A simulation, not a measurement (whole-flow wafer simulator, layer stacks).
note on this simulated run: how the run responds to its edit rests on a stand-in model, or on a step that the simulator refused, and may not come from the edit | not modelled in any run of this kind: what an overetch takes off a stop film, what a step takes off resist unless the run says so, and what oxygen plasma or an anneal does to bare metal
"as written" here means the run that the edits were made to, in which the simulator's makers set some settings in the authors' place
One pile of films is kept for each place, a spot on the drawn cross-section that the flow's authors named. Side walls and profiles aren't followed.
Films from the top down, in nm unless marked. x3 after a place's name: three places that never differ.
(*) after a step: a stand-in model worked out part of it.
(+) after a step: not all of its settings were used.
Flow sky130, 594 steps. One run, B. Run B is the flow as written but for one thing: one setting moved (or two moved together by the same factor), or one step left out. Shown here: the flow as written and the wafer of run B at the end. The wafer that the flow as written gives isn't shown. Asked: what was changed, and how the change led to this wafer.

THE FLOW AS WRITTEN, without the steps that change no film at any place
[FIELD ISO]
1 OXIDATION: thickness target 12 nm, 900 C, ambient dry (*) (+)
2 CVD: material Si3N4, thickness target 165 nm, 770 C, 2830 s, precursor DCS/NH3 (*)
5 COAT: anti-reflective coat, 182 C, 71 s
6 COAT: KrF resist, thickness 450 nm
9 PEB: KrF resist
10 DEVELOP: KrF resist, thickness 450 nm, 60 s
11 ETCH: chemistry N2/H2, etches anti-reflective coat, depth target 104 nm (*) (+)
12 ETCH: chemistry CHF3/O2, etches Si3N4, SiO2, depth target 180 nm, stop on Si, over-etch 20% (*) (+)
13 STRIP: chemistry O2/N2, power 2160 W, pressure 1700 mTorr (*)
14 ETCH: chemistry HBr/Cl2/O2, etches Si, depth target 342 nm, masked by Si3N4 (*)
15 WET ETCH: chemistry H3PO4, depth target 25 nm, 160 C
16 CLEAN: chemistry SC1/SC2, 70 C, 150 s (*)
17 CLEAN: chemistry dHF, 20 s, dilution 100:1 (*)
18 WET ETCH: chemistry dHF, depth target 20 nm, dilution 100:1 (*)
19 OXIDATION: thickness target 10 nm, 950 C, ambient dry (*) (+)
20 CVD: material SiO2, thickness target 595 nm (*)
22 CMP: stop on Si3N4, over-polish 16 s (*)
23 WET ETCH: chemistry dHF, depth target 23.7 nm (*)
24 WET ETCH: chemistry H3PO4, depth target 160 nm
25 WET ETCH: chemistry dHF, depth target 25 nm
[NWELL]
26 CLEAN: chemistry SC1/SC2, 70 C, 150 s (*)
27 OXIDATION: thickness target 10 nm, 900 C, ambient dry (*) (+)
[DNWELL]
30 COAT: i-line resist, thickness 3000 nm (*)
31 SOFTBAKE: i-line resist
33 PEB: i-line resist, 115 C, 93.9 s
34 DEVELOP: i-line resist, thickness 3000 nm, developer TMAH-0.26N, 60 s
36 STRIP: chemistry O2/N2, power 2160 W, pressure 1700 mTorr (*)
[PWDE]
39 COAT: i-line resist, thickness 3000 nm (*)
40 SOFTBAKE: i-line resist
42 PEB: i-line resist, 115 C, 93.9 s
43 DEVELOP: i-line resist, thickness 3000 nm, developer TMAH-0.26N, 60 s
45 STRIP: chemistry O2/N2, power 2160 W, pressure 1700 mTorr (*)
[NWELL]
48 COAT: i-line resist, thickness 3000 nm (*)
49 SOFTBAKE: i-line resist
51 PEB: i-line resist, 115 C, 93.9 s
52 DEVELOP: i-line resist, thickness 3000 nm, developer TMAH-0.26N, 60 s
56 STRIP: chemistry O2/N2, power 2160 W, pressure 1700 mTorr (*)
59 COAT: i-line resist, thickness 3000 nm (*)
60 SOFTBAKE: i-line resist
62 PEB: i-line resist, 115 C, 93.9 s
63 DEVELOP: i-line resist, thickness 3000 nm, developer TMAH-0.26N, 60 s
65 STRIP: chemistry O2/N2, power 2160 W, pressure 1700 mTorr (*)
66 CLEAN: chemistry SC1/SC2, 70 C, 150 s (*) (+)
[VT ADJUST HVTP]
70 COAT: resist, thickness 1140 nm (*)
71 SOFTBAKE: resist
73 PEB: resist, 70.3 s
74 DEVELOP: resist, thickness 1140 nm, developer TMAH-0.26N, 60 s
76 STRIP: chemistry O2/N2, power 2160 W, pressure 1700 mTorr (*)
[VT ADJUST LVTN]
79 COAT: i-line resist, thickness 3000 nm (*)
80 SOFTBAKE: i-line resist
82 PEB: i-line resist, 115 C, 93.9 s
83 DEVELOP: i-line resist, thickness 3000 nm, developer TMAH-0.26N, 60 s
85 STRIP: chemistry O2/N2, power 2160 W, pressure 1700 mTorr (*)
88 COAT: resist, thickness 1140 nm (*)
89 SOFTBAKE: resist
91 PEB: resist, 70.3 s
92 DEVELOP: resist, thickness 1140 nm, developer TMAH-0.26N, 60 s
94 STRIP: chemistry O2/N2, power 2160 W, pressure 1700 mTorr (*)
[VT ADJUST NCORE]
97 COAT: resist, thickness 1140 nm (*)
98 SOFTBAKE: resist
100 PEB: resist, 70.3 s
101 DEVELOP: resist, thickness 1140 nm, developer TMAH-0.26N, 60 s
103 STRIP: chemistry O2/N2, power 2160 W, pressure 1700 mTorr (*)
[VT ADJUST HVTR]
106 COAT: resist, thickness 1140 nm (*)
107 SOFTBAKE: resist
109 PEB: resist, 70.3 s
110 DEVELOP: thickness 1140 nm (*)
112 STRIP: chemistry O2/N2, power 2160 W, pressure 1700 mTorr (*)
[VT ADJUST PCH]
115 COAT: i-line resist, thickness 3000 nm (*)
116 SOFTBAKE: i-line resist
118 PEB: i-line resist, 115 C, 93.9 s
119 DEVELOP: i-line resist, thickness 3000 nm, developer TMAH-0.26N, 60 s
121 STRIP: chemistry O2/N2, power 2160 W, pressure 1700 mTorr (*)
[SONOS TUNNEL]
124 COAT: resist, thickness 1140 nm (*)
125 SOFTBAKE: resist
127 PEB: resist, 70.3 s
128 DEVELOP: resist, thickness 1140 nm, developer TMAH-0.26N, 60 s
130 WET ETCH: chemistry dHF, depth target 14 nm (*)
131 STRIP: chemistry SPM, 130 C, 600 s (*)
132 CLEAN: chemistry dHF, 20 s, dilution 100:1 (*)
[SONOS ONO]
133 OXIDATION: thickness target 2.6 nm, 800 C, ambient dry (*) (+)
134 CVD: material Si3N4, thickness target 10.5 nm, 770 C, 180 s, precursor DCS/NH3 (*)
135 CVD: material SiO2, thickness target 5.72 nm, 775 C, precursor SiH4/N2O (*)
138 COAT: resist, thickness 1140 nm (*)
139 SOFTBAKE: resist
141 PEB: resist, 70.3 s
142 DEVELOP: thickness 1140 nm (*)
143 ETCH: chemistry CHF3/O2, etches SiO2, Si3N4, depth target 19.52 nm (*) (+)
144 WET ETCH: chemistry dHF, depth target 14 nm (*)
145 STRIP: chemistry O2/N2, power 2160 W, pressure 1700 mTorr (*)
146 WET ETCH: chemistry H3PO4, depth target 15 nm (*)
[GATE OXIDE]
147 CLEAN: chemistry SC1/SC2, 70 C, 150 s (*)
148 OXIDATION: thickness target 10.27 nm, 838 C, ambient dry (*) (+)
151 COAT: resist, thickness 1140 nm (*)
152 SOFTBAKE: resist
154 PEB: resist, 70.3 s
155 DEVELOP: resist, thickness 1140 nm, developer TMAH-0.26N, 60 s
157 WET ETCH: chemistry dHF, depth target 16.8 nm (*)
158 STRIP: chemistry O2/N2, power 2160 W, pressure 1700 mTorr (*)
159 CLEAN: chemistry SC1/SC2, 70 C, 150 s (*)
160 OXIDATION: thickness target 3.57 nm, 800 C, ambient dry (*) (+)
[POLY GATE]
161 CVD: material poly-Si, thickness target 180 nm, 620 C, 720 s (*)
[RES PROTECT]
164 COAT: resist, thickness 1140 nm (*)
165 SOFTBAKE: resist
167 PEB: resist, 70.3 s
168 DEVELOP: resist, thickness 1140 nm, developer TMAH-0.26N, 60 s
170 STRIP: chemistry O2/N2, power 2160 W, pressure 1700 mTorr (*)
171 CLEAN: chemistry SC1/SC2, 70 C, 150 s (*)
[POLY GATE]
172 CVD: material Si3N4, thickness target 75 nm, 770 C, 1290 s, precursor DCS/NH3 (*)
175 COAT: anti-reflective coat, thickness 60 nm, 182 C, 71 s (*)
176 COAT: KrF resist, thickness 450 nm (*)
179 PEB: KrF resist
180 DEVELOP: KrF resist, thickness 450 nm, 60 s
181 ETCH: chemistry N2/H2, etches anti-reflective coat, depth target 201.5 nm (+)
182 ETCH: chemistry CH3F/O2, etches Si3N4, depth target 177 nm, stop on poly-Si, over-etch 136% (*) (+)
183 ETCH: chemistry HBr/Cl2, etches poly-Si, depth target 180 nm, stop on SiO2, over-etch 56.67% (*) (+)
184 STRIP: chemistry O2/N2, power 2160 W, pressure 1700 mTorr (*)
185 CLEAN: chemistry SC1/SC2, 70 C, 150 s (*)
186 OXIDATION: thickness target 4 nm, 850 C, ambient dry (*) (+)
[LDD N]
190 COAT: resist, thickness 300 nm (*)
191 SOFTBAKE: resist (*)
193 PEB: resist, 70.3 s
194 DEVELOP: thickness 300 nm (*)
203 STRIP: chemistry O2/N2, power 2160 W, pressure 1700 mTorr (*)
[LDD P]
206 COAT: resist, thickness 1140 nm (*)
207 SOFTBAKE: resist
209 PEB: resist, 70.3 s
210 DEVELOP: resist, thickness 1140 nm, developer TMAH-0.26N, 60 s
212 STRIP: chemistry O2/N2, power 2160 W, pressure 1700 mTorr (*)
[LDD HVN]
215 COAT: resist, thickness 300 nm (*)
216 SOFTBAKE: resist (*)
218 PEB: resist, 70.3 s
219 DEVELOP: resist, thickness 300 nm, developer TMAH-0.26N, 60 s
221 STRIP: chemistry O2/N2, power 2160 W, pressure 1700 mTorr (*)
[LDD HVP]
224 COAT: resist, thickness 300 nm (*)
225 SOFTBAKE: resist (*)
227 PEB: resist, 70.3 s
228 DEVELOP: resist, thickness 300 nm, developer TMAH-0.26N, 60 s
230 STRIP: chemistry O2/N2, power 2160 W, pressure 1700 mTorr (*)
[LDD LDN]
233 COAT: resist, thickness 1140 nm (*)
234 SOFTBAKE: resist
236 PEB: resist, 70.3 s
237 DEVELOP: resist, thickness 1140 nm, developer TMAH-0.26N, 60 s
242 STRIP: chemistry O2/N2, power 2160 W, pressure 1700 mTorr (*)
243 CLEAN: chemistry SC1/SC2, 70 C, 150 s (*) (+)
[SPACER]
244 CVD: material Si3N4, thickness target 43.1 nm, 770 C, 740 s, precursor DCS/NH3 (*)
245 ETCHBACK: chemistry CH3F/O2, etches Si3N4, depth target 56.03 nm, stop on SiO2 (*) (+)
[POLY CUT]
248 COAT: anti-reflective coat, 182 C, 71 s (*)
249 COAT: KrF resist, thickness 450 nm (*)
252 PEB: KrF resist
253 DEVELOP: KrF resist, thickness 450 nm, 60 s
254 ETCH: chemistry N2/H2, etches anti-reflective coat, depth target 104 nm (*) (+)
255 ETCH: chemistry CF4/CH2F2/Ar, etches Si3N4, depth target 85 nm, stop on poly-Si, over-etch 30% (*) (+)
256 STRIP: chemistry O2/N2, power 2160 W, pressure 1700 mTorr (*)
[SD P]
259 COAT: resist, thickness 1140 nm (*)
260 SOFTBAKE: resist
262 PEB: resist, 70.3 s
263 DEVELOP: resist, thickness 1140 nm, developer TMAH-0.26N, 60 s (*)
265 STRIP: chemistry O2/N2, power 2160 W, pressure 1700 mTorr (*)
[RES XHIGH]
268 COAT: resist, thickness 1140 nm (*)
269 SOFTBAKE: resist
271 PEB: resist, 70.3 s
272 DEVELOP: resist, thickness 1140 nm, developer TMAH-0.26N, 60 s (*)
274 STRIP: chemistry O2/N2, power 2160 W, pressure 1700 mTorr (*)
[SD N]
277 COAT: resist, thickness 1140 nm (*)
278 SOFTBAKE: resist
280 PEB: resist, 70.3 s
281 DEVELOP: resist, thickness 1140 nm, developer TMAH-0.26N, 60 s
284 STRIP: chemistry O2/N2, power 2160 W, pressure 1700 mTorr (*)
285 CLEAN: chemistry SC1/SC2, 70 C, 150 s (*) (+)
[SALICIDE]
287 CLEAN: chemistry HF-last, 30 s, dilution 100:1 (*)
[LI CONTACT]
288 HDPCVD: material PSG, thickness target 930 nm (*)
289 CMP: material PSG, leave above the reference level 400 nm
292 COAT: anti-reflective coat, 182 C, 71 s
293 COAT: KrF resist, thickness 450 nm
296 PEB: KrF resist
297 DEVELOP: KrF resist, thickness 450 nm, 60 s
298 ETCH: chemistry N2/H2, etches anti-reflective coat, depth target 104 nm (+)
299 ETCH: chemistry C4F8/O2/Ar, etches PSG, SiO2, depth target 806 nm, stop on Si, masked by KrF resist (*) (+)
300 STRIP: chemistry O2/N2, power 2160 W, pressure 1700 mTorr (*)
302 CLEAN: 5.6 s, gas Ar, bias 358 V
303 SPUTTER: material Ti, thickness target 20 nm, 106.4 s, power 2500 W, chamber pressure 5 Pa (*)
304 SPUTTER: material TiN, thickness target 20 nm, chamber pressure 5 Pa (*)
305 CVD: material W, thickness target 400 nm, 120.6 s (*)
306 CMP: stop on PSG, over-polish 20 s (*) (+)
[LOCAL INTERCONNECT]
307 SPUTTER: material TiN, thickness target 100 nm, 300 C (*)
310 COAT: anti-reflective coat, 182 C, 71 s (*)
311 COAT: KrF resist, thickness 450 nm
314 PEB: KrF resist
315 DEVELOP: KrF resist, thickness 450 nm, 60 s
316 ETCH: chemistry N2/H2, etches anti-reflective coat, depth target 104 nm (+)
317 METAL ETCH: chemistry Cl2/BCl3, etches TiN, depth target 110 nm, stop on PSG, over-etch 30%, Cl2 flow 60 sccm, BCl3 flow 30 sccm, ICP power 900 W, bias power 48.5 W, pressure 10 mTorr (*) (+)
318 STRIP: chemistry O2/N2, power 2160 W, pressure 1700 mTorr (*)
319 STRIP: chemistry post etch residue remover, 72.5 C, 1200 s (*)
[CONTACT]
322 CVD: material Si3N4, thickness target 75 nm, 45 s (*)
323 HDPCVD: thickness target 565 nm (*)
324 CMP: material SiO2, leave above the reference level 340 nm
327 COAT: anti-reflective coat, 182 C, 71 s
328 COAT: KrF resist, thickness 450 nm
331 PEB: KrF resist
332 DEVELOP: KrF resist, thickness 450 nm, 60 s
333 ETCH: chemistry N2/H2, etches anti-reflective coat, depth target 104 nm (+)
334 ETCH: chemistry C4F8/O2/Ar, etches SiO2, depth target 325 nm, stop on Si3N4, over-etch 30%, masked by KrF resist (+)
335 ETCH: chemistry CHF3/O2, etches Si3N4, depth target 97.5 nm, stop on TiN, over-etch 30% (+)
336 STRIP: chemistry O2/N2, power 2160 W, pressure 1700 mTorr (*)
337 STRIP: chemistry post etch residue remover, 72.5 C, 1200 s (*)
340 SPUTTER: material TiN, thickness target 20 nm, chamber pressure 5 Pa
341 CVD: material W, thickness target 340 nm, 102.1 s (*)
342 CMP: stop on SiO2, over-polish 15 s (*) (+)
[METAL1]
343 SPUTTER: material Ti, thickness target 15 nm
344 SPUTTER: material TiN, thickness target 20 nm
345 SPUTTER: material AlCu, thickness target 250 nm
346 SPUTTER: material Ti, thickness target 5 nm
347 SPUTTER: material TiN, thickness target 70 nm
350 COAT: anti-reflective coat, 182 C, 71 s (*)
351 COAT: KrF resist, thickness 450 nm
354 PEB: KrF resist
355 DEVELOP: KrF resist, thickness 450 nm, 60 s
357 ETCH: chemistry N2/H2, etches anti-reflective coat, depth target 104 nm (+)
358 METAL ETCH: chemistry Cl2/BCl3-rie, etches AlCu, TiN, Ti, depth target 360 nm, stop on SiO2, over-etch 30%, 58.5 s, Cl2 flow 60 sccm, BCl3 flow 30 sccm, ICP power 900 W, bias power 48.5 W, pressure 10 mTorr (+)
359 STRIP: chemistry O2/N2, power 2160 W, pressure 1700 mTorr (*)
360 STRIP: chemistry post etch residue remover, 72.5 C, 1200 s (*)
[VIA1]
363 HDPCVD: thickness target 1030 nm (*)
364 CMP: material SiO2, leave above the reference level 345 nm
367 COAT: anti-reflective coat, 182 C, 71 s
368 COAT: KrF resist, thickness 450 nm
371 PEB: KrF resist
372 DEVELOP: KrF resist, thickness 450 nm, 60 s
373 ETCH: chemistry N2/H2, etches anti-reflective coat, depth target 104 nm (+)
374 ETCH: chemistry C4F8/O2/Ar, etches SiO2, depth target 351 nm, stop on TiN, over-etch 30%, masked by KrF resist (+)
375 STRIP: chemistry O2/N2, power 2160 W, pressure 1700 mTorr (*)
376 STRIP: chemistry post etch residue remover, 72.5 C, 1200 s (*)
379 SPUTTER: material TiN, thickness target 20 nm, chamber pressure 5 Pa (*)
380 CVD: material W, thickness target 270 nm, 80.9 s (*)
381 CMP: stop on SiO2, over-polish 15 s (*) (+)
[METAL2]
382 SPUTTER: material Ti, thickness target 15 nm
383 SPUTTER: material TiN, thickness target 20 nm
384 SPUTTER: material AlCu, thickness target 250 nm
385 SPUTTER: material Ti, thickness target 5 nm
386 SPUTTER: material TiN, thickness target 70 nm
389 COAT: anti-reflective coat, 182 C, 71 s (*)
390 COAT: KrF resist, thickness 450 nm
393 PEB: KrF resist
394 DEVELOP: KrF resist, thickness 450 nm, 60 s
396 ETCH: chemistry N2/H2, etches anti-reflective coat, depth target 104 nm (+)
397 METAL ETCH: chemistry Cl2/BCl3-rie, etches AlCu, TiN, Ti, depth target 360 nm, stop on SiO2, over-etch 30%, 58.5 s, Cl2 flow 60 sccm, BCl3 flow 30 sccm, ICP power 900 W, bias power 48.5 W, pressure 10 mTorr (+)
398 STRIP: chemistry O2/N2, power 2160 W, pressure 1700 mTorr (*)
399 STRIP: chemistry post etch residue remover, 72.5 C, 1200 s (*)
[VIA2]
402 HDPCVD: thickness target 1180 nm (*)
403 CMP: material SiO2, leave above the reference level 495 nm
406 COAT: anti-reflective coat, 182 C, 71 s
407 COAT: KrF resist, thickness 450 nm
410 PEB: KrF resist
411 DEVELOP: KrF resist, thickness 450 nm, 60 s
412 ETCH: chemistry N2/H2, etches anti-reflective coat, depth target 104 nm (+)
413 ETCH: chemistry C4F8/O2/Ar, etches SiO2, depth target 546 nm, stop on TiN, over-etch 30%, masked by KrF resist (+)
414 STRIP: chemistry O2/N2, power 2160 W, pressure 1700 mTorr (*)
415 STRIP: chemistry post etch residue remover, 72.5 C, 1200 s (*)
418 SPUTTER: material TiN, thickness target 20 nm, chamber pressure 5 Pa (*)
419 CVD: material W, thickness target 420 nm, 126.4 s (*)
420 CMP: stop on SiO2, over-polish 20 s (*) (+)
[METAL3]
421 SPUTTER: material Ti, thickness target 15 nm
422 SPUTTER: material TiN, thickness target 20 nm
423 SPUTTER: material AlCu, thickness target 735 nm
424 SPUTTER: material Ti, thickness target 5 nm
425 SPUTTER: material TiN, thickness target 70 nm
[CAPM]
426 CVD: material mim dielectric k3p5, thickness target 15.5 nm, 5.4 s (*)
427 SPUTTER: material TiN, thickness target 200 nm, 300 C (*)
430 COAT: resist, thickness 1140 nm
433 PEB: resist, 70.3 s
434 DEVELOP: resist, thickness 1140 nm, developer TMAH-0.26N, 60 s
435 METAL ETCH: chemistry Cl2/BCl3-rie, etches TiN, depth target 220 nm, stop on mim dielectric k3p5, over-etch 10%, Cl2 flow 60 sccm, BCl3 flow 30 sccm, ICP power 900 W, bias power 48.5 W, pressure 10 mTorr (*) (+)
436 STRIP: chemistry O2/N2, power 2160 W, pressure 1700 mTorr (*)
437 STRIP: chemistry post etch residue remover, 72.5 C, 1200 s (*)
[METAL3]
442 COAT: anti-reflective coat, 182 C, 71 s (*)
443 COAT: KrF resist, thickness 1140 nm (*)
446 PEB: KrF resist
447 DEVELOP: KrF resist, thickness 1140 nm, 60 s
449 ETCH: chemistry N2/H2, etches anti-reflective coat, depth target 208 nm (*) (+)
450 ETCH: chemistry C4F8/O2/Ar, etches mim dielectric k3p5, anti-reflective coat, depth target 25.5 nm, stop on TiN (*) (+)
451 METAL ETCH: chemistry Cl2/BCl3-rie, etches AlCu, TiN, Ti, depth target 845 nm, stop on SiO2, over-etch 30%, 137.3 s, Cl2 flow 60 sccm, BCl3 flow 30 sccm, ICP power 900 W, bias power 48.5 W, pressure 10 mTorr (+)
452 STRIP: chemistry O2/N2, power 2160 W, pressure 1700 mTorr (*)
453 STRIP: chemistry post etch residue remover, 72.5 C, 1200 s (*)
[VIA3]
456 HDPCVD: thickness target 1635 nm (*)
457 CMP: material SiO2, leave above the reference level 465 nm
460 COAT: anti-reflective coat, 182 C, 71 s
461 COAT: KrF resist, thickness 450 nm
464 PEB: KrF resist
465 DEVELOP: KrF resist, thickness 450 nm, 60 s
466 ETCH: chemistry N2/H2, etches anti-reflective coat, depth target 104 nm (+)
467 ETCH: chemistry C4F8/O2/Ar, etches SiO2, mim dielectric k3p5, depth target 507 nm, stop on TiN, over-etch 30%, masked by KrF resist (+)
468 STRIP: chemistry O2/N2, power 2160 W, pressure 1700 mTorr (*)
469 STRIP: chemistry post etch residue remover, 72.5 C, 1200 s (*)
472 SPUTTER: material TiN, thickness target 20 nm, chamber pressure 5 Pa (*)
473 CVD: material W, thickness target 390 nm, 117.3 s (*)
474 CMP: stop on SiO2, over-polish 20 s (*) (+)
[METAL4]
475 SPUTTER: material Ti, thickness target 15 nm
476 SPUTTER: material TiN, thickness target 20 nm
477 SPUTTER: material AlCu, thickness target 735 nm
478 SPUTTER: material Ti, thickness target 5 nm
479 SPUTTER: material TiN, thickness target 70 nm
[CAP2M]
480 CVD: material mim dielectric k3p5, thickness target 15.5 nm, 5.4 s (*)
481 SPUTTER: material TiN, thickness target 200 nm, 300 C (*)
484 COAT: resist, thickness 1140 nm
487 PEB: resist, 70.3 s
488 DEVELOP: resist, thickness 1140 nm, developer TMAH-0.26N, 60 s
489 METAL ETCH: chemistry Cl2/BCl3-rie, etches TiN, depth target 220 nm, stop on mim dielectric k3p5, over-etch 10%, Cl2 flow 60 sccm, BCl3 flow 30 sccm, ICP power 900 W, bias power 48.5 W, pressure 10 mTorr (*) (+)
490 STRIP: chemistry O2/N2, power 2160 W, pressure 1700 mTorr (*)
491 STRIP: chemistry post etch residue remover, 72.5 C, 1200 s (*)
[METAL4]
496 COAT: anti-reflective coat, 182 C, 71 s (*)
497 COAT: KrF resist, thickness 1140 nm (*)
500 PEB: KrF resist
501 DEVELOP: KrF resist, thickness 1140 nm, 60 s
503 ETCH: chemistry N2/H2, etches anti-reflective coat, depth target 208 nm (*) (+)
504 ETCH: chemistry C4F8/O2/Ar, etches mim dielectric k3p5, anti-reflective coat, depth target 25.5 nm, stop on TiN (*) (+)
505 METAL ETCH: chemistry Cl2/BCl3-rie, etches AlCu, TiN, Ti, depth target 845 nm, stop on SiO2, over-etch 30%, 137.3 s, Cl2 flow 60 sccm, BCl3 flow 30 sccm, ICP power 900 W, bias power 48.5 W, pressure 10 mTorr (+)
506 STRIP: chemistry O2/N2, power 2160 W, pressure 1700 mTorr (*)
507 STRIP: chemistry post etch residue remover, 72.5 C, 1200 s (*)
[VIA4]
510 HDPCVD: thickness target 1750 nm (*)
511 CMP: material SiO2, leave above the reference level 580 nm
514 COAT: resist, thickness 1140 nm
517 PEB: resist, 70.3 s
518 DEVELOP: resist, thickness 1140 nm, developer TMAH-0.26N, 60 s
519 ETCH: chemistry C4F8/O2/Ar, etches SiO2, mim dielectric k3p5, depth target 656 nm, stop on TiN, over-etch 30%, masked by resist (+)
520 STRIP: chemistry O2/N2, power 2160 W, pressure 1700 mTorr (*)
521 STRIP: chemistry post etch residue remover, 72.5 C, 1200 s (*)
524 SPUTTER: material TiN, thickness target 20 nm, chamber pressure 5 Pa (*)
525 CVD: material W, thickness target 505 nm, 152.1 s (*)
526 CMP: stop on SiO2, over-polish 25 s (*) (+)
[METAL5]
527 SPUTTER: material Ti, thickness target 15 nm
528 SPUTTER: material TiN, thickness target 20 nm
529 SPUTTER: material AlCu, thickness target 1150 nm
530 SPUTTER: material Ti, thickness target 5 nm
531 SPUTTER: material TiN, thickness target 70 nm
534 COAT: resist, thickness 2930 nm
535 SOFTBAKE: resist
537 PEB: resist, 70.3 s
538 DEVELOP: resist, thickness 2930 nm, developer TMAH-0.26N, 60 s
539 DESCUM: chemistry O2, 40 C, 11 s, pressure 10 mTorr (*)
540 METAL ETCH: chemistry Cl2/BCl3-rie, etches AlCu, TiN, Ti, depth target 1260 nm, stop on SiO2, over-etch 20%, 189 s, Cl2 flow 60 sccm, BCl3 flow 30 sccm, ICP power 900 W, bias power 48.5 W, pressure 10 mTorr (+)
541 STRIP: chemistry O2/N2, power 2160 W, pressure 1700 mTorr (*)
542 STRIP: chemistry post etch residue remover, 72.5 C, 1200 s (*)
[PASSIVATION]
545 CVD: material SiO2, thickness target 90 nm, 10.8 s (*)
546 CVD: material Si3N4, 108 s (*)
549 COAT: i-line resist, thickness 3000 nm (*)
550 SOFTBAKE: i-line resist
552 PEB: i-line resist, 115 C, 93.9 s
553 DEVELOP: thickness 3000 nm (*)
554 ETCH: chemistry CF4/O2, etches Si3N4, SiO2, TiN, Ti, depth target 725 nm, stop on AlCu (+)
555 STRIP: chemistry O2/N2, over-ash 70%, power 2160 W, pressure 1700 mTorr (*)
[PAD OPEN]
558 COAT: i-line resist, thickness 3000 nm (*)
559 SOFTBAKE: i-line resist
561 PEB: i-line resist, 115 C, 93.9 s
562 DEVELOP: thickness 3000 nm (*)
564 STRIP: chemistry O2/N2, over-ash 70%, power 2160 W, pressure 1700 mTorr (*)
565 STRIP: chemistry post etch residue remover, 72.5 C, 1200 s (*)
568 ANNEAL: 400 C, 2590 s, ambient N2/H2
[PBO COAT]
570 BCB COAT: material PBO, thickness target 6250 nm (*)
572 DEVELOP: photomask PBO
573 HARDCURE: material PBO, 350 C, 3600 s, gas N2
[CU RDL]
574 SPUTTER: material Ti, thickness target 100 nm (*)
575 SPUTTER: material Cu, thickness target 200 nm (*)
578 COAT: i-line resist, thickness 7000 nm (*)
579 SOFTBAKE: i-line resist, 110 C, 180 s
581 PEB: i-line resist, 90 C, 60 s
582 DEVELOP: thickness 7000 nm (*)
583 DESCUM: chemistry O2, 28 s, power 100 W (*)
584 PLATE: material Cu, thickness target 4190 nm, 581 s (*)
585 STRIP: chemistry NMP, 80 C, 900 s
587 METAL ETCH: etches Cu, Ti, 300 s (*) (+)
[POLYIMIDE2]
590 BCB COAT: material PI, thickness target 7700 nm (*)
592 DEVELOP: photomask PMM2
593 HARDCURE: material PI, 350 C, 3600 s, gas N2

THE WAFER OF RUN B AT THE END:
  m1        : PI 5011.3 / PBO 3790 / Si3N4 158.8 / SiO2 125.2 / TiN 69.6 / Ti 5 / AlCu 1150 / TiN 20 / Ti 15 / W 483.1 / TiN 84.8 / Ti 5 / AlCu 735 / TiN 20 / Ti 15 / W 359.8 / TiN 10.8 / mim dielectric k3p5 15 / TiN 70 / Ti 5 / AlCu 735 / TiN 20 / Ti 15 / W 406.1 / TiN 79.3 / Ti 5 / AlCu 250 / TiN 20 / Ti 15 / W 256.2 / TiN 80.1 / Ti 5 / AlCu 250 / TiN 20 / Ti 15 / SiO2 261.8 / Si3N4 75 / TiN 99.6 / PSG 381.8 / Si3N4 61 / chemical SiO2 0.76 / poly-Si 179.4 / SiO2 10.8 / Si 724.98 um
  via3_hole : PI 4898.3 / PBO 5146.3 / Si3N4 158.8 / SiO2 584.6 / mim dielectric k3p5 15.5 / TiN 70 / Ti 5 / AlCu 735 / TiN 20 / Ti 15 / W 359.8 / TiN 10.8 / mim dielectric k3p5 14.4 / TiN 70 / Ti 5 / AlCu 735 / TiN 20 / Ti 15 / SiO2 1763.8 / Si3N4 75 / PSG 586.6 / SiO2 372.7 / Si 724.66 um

The cause: step 467, ETCH: depth target 375 nm was run, where the flow has depth target 507 nm.

How the change led to this, step by step:
  467 ETCH: chemistry C4F8/O2/Ar, etches SiO2, mim dielectric k3p5, depth target 507 nm, stop on TiN, over-etch 30%, masked by KrF resist (+)
      m1: SiO2 -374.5 (all of it), mim dielectric k3p5 -0.49 (as written it would be: SiO2 -374.5 (all of it), mim dielectric k3p5 -15.5 (all of it))
      via3_hole: SiO2 -373.9 (all of it), mim dielectric k3p5 -1.12 (as written it would be: SiO2 -373.9 (all of it), mim dielectric k3p5 -15.5 (all of it))
      (and at 190 more places)
  468 STRIP: chemistry O2/N2, power 2160 W, pressure 1700 mTorr (*)
      field, active, n_well and 187 more: KrF resist -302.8 (all of it), anti-reflective coat -80 (all of it) (as written it would be: KrF resist -276.4 (all of it), anti-reflective coat -80 (all of it))
  472 SPUTTER: material TiN, thickness target 20 nm, chamber pressure 5 Pa (*)
      m1, via3_hole: TiN +10.8 (new film) (as written it would be: TiN +10.6)
Counting metal films that touch as one body, m1 has 3 bodies (between them, from the top down: mim dielectric k3p5 15; SiO2 261.8 / Si3N4 75); the flow as written gives 2 bodies (between them, from the top down: SiO2 261.8 / Si3N4 75).
Counting metal films that touch as one body, via3_hole has 2 bodies (between them, from the top down: mim dielectric k3p5 14.4); the flow as written gives 1 body.
